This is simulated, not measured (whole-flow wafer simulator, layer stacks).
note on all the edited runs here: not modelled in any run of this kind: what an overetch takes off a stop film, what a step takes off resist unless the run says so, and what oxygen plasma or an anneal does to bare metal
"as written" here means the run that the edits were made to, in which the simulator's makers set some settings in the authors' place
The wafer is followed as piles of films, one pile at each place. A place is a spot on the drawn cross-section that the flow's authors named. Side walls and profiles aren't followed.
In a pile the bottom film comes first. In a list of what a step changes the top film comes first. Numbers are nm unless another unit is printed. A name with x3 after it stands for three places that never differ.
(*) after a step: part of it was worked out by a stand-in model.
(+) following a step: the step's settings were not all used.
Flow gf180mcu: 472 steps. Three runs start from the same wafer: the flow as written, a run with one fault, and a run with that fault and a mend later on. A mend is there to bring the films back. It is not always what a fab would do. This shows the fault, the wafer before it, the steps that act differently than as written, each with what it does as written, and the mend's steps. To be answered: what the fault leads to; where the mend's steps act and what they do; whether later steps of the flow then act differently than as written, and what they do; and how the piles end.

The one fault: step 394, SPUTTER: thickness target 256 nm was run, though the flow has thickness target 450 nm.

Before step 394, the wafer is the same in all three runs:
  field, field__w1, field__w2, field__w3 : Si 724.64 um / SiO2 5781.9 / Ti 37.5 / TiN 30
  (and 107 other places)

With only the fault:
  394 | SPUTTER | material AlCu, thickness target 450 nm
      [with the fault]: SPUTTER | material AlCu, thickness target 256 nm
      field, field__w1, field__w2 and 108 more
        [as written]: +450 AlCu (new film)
        [with the fault]: +256 AlCu (new film)
  Later steps of the flow acting differently than as written (1 more step, not shown, differs only slightly: by at most 2% or 0.5 nm, whichever is larger):
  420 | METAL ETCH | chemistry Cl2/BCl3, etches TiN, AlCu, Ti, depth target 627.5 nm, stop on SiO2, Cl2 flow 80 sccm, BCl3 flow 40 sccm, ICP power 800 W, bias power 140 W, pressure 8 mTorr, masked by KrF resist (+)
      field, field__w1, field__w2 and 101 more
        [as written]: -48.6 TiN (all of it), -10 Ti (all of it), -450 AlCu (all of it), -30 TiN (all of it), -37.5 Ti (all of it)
        [with the fault]: -48.6 TiN (all of it), -10 Ti (all of it), -256 AlCu (all of it), -30 TiN (all of it), -37.5 Ti (all of it)
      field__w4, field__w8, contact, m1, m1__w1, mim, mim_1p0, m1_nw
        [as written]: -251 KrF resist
        [with the fault]: -229.2 KrF resist
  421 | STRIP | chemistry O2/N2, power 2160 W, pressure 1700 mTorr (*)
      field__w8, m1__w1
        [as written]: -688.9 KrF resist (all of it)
        [with the fault]: -710.6 KrF resist (all of it)
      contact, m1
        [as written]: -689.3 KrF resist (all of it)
        [with the fault]: -711.1 KrF resist (all of it)
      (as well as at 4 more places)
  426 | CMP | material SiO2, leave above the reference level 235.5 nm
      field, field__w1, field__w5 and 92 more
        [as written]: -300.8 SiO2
        [with the fault]: -494.8 SiO2
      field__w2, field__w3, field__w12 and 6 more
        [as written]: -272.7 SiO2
        [with the fault]: -475.5 SiO2
  By the end, the piles at field, field__w1, field__w2 and 109 more depart from the flow's by more than 2% or 0.5 nm, whichever is larger.
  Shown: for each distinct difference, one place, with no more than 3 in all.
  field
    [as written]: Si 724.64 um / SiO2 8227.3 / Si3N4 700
    [with the fault]: Si 724.64 um / SiO2 8033.3 / Si3N4 700
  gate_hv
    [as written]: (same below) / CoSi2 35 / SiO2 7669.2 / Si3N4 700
    [with the fault]: (same below) / CoSi2 35 / SiO2 7475.2 / Si3N4 700
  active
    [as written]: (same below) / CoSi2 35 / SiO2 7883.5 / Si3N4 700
    [with the fault]: (same below) / CoSi2 35 / SiO2 7689.5 / Si3N4 700

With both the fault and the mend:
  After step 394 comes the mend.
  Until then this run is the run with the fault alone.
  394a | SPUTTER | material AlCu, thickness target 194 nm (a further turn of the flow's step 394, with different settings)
      field, field__w1, field__w2 and 108 more
        +194 AlCu
  None of the later steps of the flow acts differently than as written at any place that is followed.
  At every place that both follow, the piles at the end match the flow's.
